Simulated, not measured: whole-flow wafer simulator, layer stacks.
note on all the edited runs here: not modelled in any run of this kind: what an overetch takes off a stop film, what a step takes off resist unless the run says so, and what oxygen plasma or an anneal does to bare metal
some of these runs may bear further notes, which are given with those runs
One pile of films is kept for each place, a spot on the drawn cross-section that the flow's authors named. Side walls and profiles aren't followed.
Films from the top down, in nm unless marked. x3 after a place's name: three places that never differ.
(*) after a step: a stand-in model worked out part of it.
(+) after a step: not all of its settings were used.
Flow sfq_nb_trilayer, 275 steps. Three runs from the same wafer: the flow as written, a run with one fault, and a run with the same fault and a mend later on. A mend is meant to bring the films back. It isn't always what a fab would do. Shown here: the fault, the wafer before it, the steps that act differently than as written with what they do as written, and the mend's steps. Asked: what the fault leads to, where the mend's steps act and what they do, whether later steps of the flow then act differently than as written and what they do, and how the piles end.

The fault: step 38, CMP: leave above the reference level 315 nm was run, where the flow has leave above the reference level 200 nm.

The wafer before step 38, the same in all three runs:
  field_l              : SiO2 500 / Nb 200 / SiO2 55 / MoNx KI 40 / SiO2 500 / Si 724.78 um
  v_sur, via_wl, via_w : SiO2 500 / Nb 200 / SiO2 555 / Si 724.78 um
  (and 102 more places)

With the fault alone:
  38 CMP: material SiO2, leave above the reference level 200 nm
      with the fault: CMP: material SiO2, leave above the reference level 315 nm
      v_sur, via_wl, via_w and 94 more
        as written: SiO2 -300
        with the fault: SiO2 -185
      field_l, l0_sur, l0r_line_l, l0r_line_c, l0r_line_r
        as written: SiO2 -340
        with the fault: SiO2 -225
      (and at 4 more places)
  Later steps of the flow that act differently than as written (4 more steps differ only slightly, by at most 2% or 0.5 nm, whichever is larger, and aren't shown):
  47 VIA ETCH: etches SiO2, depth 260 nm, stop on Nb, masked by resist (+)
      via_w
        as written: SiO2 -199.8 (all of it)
        with the fault: SiO2 -260
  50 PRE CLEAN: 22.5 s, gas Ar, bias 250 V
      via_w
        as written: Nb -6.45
        with the fault: SiO2 -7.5
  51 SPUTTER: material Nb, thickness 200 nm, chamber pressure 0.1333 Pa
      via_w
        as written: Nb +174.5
        with the fault: Nb +163.1 (new film)
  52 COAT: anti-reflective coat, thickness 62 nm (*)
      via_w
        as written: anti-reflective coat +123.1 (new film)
        with the fault: anti-reflective coat +136.1 (new film)
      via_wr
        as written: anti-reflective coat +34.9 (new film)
        with the fault: anti-reflective coat +33.2 (new film)
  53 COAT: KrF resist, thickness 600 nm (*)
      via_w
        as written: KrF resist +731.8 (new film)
        with the fault: KrF resist +781.6 (new film)
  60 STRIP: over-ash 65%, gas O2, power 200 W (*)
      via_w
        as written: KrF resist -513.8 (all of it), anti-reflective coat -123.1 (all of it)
        with the fault: KrF resist -563.6 (all of it), anti-reflective coat -136.1 (all of it)
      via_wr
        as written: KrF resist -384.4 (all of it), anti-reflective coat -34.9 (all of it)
        with the fault: KrF resist -378.6 (all of it), anti-reflective coat -33.2 (all of it)
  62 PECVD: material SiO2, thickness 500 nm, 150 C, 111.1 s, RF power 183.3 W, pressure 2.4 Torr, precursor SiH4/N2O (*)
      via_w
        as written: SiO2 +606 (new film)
        with the fault: SiO2 +678.7 (new film)
  At the end the piles differ from the flow's by more than 2% or 0.5 nm, whichever is larger, at field_l, v_sur, via_wl and 103 more.
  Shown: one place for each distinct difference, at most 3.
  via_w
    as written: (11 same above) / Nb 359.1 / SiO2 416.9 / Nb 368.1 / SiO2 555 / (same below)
    with the fault: (11 same above) / Nb 359.1 / SiO2 489.6 / Nb 163.1 / SiO2 47.3 / Nb 200 / SiO2 555 / (same below)
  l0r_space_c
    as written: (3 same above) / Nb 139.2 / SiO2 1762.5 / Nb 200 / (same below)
    with the fault: (3 same above) / Nb 139.2 / SiO2 1877.5 / Nb 200 / (same below)
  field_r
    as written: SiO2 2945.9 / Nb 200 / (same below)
    with the fault: SiO2 3060.9 / Nb 200 / (same below)

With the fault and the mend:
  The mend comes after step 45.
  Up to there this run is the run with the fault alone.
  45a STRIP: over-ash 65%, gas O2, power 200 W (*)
      field_l, v_sur, via_wl and 102 more
        KrF resist -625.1 (all of it), anti-reflective coat -62 (all of it)
      via_w
        anti-reflective coat -62 (all of it)
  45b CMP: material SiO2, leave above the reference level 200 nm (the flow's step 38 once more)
      field_l, v_sur, via_wl and 103 more
        SiO2 -115
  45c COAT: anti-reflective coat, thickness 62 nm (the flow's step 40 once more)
      field_l, v_sur, via_wl and 103 more
        anti-reflective coat +62 (new film)
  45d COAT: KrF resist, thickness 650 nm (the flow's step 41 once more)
      field_l, v_sur, via_wl and 103 more
        KrF resist +650 (new film)
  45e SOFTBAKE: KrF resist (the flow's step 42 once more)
      changes no film at any place that is followed
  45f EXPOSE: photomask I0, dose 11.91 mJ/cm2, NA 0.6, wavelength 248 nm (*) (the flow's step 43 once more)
      changes no film at any place that is followed
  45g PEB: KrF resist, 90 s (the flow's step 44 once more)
      field_l, v_sur, via_wl and 103 more
        KrF resist -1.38
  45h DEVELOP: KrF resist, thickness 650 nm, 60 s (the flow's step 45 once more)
      field_l, v_sur, via_wl and 102 more
        KrF resist -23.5
      via_w
        KrF resist -648.6 (all of it)
  No later step of the flow acts differently than as written at any place that is followed.
  At the end the piles are the same as the flow's at every place that both follow.
